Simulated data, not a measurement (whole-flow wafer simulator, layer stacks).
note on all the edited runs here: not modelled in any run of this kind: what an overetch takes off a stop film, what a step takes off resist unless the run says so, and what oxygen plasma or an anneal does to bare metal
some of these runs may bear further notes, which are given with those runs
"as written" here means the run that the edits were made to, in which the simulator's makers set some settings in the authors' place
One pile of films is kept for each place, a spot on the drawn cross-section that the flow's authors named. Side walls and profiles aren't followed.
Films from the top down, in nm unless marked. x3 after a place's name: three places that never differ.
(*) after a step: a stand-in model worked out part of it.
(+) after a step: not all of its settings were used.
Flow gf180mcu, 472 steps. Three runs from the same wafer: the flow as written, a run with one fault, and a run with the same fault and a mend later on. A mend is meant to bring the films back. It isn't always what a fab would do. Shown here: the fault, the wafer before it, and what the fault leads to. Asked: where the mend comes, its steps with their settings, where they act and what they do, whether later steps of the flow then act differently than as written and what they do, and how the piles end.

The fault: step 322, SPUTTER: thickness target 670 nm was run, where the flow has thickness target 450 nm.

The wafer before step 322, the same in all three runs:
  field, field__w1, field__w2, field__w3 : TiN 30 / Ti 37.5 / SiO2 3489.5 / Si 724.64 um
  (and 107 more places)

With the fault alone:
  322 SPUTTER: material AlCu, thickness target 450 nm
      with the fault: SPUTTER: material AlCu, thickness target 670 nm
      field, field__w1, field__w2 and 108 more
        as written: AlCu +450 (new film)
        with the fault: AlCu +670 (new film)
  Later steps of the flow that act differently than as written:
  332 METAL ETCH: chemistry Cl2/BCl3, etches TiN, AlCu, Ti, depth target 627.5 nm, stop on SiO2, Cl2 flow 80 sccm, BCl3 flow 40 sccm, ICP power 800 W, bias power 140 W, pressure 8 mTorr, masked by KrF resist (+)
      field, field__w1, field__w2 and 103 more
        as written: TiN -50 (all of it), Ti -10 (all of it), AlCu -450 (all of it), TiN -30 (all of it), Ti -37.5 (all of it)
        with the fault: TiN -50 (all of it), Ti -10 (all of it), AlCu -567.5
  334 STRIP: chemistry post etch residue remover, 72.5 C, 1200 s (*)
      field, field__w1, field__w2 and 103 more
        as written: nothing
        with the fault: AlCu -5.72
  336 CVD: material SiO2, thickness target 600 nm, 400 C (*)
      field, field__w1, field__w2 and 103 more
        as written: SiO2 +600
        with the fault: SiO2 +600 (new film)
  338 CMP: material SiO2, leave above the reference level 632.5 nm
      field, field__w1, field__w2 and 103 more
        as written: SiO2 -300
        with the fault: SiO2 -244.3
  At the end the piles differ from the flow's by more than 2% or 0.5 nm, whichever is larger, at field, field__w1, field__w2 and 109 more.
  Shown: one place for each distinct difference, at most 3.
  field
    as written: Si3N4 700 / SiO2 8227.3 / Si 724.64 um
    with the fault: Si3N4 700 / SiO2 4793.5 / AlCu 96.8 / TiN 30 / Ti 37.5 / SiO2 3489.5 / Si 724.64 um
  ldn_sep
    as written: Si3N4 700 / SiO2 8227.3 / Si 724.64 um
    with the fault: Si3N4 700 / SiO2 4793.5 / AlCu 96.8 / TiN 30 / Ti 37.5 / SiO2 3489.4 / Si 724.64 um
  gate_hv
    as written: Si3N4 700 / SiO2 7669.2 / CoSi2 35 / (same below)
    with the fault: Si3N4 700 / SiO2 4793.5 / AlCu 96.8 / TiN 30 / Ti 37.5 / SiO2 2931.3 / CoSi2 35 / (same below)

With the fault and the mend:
  The mend comes after step 322.
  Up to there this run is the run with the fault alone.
  322a METAL ETCH: chemistry Cl2/BCl3, etches TiN, AlCu, Ti, depth target 220 nm, Cl2 flow 80 sccm, BCl3 flow 40 sccm, ICP power 800 W, bias power 140 W, pressure 8 mTorr (the flow's step 260 once more, with other settings)
      field, field__w1, field__w2 and 108 more
        AlCu -220
  No later step of the flow acts differently than as written at any place that is followed.
  At the end the piles are the same as the flow's at every place that both follow.
